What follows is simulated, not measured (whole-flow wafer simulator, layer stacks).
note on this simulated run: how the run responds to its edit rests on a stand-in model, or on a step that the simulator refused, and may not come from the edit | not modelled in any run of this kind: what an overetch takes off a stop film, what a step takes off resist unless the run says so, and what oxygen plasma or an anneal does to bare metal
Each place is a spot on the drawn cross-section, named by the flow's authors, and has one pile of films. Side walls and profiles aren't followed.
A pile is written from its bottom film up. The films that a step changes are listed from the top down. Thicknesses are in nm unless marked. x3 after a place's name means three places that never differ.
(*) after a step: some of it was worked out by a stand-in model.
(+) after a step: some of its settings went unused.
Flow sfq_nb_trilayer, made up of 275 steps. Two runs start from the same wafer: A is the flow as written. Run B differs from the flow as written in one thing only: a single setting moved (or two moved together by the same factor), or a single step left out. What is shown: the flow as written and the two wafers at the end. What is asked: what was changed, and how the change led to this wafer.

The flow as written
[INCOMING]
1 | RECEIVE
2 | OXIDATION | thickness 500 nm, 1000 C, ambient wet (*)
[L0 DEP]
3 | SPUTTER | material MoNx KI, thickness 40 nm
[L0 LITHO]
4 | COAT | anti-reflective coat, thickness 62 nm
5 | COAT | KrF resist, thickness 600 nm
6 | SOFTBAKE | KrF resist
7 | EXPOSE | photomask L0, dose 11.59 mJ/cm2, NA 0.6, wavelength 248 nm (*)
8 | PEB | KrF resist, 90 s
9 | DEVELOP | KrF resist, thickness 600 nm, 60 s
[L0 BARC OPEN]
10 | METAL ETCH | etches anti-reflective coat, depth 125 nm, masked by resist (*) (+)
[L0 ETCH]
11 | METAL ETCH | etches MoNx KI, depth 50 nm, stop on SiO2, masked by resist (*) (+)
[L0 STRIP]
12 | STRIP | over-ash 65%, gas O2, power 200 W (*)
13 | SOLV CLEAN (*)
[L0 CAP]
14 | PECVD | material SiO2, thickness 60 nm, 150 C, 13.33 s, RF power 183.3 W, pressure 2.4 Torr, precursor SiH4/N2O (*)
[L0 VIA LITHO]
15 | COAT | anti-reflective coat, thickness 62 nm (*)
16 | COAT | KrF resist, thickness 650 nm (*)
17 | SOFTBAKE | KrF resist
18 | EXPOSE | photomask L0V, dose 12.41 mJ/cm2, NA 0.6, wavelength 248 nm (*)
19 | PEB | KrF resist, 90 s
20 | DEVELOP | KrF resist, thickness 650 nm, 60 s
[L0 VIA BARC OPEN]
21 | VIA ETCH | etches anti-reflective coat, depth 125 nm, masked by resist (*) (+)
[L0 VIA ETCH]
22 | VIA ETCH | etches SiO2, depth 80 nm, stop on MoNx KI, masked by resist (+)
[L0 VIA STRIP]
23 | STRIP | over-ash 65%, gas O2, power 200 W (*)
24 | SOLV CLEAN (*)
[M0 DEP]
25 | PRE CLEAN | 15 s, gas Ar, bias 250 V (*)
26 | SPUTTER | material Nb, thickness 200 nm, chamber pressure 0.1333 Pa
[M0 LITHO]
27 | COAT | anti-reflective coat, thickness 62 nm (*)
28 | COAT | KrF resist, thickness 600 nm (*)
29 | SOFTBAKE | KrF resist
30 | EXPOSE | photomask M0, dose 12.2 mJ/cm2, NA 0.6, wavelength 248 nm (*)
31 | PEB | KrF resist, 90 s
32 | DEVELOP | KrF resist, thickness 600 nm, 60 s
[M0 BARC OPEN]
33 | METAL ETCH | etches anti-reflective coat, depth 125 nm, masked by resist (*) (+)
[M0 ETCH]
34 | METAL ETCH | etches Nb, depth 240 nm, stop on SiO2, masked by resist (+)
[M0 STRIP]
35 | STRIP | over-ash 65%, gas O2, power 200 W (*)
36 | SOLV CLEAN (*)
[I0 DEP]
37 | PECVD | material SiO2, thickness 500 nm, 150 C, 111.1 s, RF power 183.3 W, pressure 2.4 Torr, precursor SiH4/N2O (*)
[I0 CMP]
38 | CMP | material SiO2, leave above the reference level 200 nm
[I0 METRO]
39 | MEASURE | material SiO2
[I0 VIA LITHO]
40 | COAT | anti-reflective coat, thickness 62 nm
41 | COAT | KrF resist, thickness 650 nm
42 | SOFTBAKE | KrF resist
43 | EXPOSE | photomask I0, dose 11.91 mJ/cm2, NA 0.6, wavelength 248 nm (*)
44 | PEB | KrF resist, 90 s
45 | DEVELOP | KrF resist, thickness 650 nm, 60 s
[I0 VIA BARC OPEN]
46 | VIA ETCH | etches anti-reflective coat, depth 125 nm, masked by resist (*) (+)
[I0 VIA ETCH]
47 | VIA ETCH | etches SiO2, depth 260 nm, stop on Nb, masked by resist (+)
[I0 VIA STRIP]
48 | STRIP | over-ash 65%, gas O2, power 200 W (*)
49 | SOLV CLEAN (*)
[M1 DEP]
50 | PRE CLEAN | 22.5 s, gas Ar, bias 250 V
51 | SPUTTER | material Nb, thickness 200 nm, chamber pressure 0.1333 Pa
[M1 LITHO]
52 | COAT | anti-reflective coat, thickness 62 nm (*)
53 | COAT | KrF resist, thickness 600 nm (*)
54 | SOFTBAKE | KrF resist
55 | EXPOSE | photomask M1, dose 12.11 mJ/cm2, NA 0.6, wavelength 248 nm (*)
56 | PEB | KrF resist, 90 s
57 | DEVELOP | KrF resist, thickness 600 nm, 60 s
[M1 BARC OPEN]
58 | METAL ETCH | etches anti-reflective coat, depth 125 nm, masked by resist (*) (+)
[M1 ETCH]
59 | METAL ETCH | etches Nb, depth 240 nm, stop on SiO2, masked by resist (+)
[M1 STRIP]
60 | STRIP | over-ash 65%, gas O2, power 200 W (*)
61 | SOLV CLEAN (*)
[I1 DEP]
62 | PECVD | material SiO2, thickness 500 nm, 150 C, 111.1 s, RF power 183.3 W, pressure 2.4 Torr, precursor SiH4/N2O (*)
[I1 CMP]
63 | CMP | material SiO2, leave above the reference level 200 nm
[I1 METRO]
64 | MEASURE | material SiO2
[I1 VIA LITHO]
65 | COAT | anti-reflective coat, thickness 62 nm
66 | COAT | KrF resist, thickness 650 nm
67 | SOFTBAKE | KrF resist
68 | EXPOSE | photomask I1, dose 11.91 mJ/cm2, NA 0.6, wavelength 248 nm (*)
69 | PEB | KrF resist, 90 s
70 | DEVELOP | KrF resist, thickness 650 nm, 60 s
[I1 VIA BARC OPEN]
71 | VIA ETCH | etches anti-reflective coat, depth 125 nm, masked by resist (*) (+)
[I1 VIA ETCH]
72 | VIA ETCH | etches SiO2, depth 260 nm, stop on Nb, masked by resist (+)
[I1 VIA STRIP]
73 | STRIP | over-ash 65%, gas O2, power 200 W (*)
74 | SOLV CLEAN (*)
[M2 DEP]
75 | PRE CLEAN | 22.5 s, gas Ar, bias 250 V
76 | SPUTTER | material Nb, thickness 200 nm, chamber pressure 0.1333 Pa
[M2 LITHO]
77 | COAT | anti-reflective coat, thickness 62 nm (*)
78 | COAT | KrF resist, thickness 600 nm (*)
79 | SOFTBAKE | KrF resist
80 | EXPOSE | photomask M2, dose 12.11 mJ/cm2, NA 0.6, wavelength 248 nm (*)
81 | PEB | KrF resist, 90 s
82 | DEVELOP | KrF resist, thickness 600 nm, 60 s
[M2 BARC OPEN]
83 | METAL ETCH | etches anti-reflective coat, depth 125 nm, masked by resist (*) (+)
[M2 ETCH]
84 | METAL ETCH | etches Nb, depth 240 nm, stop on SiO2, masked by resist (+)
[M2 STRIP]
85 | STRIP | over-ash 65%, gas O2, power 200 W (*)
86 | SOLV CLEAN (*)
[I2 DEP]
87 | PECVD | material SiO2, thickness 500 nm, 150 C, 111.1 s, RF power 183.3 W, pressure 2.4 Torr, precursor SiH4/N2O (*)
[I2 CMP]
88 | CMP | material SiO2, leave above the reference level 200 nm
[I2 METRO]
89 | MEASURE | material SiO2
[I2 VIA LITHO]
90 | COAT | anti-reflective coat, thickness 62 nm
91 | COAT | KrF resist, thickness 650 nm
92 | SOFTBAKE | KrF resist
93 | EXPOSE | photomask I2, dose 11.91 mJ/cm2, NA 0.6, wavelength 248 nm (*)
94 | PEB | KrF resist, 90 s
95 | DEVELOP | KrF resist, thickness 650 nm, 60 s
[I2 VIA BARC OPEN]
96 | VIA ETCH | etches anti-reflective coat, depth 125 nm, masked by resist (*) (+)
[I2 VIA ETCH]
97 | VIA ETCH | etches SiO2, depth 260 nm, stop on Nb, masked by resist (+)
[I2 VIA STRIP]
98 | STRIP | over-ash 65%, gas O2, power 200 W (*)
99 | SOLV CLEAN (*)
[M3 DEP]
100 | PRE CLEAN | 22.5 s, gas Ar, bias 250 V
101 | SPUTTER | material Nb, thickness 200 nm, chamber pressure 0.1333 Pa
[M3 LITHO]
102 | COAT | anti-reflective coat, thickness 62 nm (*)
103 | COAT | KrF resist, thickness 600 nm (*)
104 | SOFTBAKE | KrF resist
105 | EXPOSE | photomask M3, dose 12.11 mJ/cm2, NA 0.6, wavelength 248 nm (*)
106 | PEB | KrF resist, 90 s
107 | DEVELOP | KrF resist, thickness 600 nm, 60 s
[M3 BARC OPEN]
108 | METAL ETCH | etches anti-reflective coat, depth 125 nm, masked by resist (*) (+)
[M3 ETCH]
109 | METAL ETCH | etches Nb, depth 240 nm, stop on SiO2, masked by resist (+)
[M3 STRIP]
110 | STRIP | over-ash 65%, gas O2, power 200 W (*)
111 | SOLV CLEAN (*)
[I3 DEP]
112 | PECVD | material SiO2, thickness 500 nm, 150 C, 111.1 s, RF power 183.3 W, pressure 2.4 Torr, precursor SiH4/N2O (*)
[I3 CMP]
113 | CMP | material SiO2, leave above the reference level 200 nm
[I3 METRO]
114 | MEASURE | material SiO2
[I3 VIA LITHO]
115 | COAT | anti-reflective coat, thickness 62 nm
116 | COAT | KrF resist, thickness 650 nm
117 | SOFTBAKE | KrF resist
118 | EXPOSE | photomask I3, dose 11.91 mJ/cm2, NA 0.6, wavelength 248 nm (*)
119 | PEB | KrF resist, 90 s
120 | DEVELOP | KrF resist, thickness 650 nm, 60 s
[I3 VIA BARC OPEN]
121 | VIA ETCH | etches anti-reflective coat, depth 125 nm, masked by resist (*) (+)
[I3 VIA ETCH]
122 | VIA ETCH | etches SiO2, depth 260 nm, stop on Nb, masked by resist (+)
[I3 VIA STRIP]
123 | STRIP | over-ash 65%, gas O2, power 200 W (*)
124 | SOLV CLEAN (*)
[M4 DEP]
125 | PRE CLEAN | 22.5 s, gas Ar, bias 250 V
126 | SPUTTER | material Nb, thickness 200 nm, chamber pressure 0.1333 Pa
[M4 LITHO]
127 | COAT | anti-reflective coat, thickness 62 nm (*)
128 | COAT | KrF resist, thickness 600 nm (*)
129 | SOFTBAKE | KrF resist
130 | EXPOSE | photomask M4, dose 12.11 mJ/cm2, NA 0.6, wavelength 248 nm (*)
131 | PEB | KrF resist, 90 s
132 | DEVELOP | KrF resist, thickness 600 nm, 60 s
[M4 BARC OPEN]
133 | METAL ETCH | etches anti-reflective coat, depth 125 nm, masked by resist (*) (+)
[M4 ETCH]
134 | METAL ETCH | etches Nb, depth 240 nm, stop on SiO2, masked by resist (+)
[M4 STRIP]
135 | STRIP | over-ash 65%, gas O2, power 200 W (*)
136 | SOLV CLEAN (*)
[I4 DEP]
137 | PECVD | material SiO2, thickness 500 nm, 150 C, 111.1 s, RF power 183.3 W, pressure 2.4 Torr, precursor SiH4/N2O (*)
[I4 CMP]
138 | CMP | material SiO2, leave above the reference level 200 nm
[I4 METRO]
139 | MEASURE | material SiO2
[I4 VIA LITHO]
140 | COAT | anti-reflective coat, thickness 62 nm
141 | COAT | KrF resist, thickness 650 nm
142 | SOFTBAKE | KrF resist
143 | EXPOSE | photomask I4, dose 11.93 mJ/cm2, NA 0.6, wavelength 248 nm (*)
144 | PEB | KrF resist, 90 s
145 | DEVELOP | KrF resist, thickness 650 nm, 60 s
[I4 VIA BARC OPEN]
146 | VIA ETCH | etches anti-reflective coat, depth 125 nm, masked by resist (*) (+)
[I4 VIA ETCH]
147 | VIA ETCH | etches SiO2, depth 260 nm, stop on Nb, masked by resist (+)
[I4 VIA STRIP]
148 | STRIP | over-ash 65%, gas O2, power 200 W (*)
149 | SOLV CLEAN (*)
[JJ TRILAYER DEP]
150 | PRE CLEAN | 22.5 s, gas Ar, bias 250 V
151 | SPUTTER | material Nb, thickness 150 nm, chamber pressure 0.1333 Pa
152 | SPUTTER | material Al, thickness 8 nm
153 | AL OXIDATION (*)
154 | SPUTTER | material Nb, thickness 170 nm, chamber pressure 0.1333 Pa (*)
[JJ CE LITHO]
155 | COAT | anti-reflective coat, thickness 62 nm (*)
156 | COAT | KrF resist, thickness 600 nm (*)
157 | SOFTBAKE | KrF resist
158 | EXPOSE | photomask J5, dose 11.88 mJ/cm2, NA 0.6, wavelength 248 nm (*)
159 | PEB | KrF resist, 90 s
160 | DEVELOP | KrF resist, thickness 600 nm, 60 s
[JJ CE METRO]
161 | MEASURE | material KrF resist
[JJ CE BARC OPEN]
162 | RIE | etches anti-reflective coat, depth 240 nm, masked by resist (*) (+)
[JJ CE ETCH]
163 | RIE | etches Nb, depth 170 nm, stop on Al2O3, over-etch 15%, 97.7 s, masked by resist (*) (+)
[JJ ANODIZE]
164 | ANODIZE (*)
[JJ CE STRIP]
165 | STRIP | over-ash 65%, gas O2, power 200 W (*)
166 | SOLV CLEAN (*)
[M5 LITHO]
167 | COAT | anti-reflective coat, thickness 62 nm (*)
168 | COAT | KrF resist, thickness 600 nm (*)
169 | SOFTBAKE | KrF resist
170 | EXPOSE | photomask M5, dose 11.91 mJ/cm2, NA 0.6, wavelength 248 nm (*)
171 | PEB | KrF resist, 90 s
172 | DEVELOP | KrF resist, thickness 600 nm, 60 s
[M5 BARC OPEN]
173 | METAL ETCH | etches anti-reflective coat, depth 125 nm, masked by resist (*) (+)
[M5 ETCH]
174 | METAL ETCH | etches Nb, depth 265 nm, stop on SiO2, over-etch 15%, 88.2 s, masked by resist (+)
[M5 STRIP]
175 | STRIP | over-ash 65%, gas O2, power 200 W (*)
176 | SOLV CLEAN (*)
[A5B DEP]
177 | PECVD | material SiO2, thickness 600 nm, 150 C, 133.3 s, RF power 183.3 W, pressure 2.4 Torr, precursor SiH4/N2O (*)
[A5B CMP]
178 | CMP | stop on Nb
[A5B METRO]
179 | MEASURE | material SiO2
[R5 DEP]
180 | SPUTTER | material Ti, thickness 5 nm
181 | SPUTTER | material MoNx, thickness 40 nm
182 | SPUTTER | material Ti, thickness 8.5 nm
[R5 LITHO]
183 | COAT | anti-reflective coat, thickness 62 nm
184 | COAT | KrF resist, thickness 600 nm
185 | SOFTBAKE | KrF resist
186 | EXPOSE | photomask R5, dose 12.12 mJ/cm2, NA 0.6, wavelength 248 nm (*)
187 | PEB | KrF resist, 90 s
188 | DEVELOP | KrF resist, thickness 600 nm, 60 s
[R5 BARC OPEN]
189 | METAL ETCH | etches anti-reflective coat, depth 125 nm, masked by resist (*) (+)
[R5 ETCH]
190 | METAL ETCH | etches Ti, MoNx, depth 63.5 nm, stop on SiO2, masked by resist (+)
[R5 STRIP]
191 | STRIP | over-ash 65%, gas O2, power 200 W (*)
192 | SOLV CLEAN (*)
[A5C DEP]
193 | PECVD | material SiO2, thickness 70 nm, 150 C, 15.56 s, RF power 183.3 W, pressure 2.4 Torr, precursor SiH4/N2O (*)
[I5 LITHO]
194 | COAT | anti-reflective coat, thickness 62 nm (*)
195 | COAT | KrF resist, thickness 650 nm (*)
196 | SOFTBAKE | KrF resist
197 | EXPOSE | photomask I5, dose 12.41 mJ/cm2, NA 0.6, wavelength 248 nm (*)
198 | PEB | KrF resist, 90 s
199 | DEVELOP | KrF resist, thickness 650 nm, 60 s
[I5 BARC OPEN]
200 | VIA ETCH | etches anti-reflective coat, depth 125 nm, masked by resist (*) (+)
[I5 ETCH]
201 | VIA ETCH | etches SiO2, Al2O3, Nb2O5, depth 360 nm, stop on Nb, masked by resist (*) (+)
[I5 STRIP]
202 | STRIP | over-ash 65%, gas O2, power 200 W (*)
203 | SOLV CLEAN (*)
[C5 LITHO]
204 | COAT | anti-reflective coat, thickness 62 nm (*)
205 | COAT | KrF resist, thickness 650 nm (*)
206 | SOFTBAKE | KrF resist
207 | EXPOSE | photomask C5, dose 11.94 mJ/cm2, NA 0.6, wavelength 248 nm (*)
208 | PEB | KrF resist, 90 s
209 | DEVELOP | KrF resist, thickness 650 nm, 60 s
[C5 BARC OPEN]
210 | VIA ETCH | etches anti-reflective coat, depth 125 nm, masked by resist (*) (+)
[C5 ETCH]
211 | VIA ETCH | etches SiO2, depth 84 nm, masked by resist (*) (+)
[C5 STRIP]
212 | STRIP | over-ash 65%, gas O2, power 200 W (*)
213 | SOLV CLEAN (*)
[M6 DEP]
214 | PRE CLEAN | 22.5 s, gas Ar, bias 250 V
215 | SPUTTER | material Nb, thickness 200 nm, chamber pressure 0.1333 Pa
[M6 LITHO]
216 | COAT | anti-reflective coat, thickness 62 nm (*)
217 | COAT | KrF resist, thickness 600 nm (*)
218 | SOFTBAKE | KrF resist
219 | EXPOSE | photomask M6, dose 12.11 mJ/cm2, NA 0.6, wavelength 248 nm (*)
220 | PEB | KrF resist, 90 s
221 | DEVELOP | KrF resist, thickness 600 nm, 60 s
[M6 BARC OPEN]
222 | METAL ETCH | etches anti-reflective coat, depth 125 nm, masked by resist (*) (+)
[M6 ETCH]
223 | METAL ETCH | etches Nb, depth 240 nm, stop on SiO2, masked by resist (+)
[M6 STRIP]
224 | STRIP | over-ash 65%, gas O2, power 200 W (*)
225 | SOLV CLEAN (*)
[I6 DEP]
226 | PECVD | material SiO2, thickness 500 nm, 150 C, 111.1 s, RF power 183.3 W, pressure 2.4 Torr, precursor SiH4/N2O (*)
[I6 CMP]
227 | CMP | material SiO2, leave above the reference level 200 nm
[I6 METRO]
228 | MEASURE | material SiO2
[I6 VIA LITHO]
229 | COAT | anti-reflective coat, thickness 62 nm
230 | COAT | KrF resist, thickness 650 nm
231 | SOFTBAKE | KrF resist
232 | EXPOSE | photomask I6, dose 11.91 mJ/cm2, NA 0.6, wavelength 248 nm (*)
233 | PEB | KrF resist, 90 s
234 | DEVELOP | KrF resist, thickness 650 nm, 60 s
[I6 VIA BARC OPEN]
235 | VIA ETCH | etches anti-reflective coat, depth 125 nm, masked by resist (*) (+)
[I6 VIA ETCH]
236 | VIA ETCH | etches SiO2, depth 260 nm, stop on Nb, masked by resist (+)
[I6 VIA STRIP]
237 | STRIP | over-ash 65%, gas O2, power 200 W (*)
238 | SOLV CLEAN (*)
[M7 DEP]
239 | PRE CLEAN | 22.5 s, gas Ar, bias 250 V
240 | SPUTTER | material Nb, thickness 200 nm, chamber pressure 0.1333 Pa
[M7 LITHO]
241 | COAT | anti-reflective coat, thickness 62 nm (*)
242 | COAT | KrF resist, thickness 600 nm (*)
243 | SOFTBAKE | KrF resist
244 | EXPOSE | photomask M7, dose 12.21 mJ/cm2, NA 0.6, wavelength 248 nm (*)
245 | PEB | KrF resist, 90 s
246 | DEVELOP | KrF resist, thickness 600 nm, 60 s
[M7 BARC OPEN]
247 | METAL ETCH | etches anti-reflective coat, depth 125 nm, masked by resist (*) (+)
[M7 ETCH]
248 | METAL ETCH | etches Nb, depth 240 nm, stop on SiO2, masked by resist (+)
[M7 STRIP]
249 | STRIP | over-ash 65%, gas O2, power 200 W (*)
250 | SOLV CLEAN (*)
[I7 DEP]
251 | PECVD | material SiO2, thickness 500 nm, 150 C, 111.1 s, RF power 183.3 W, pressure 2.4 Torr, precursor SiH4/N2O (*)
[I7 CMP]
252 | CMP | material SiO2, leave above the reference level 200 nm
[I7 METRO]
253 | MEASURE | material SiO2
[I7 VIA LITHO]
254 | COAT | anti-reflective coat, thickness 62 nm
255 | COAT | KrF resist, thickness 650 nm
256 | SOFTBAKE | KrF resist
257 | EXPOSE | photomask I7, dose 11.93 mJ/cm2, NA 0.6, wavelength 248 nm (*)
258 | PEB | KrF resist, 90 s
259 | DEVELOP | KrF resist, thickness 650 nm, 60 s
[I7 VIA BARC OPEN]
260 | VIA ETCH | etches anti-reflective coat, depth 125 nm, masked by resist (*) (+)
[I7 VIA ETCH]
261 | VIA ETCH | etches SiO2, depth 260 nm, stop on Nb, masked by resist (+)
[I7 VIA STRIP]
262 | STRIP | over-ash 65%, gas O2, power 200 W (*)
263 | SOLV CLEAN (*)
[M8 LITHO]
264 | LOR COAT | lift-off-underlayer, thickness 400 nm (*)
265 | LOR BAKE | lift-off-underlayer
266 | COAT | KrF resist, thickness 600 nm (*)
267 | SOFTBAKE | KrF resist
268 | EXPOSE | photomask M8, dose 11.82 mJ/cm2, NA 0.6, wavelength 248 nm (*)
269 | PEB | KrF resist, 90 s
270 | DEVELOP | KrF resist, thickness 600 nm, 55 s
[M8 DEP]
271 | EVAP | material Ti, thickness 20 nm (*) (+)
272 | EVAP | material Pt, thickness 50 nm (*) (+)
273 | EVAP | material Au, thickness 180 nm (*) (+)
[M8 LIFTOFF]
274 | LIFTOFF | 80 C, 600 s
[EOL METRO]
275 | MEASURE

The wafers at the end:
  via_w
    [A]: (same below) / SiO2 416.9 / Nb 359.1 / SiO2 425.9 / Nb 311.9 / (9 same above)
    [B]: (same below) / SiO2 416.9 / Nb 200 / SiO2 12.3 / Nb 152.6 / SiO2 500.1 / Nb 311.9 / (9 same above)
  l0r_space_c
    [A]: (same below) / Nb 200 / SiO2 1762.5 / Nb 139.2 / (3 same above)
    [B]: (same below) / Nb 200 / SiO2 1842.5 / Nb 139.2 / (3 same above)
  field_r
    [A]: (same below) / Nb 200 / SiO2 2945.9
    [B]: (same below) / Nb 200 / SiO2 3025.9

Cause: step 88, CMP: leave above the reference level 280 nm was run, while the flow as written has leave above the reference level 200 nm.

The path from the change to this, step by step:
  88 | CMP | material SiO2, leave above the reference level 200 nm
      field_l, be, be_sur and 81 more: A -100 SiO2 | B -20 SiO2
      v_sur, via_wl, via_w and 18 more: A -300 SiO2 | B -220 SiO2
      (and at 1 other place as well)
  97 | VIA ETCH | etches SiO2, depth 260 nm, stop on Nb, masked by resist (+)
      via_w: A -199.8 SiO2 (all of it) | B -260 SiO2
  100 | PRE CLEAN | 22.5 s, gas Ar, bias 250 V
      via_w: A -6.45 Nb | B -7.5 SiO2
  101 | SPUTTER | material Nb, thickness 200 nm, chamber pressure 0.1333 Pa
      via_w: A +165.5 Nb | B +152.6 Nb (new film)
  102 | COAT | anti-reflective coat, thickness 62 nm (*)
      via_wl, via_wr: A +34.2 anti-reflective coat (new film) | B +23 anti-reflective coat (new film)
      v_sur: A +61.1 anti-reflective coat (new film) | B +55.7 anti-reflective coat (new film)
      (and at 2 other places as well)
  103 | COAT | KrF resist, thickness 600 nm (*)
      via_w: A +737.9 KrF resist (new film) | B +794 KrF resist (new film)
  110 | STRIP | over-ash 65%, gas O2, power 200 W (*)
      v_sur: A -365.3 KrF resist (all of it), -61.1 anti-reflective coat (all of it) | B -362.3 KrF resist (all of it), -55.7 anti-reflective coat (all of it)
      via_wl: A -384.2 KrF resist (all of it), -34.2 anti-reflective coat (all of it) | B -383.9 KrF resist (all of it), -23 anti-reflective coat (all of it)
      (and at 3 other places as well)
  112 | PECVD | material SiO2, thickness 500 nm, 150 C, 111.1 s, RF power 183.3 W, pressure 2.4 Torr, precursor SiH4/N2O (*)
      via_w: A +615 SiO2 (new film) | B +664.6 SiO2 (new film)
  113 | CMP | material SiO2, leave above the reference level 200 nm
      via_w: A -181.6 SiO2 | B -157.1 SiO2
If metal films that touch count as one body, via_w has 6 bodies (between them, from the top down: SiO2 192.5; SiO2 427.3 / Al2O3 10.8 / Nb2O5 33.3; SiO2 500.1; SiO2 12.3; SiO2 416.9); the flow as written gives 5 bodies (between them, from the top down: SiO2 192.5; SiO2 427.3 / Al2O3 10.8 / Nb2O5 33.3; SiO2 425.9; SiO2 416.9).
